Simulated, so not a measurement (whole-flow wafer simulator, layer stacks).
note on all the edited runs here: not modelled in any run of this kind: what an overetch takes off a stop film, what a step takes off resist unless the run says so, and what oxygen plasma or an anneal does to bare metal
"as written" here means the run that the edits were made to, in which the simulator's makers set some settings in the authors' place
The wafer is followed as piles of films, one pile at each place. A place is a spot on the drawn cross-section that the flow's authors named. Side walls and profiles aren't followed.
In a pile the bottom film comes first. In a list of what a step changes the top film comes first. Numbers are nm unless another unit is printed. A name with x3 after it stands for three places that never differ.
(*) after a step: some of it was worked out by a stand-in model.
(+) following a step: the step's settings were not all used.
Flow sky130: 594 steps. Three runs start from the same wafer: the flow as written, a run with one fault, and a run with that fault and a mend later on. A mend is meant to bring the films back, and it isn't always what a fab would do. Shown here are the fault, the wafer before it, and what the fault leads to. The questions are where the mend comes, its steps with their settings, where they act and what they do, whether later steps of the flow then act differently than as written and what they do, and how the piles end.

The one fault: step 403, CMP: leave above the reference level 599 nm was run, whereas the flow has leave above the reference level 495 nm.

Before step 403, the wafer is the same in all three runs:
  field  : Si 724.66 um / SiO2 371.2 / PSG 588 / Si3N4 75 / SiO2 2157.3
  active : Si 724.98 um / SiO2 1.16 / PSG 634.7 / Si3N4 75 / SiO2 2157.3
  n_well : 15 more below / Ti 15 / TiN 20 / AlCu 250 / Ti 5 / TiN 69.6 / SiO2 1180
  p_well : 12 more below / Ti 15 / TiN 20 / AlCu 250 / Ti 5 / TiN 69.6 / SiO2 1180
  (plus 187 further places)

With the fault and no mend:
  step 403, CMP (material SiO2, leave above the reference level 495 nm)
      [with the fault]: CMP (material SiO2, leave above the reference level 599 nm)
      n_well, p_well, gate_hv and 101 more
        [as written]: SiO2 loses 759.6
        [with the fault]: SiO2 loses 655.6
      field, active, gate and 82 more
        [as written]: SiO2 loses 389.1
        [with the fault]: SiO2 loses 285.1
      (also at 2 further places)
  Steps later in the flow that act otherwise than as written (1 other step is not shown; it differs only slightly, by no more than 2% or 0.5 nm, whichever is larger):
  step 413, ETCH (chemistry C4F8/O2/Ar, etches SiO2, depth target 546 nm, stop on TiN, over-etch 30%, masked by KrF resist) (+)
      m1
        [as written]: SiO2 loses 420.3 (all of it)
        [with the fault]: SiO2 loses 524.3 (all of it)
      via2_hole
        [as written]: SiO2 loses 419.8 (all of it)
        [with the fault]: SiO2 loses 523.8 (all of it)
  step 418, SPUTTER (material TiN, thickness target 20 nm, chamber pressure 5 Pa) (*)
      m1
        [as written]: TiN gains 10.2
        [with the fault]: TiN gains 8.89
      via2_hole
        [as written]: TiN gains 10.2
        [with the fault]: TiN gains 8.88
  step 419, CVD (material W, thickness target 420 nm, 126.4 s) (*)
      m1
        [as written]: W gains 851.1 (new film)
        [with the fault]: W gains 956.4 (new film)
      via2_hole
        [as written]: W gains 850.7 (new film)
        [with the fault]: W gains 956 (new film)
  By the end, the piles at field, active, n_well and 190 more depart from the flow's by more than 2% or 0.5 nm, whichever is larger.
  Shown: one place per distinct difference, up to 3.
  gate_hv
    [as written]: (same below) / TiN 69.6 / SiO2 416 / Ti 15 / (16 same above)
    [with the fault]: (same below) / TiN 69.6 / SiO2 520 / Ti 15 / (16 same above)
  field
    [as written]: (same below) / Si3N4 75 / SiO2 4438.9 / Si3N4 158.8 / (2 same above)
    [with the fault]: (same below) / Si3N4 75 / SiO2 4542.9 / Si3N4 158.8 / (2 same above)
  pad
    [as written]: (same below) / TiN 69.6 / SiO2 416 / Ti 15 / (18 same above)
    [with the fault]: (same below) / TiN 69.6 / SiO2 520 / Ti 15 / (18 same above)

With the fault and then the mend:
  The mend stands after step 403.
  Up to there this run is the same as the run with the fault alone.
  step 403a, CMP (material SiO2, leave above the reference level 495 nm) (a further turn of the flow's step 403)
      field, active, n_well and 188 more
        SiO2 loses 104
  Later steps of the flow that are run all act as written at every place that is followed.
  By the end, the piles equal the flow's at every place that both follow.
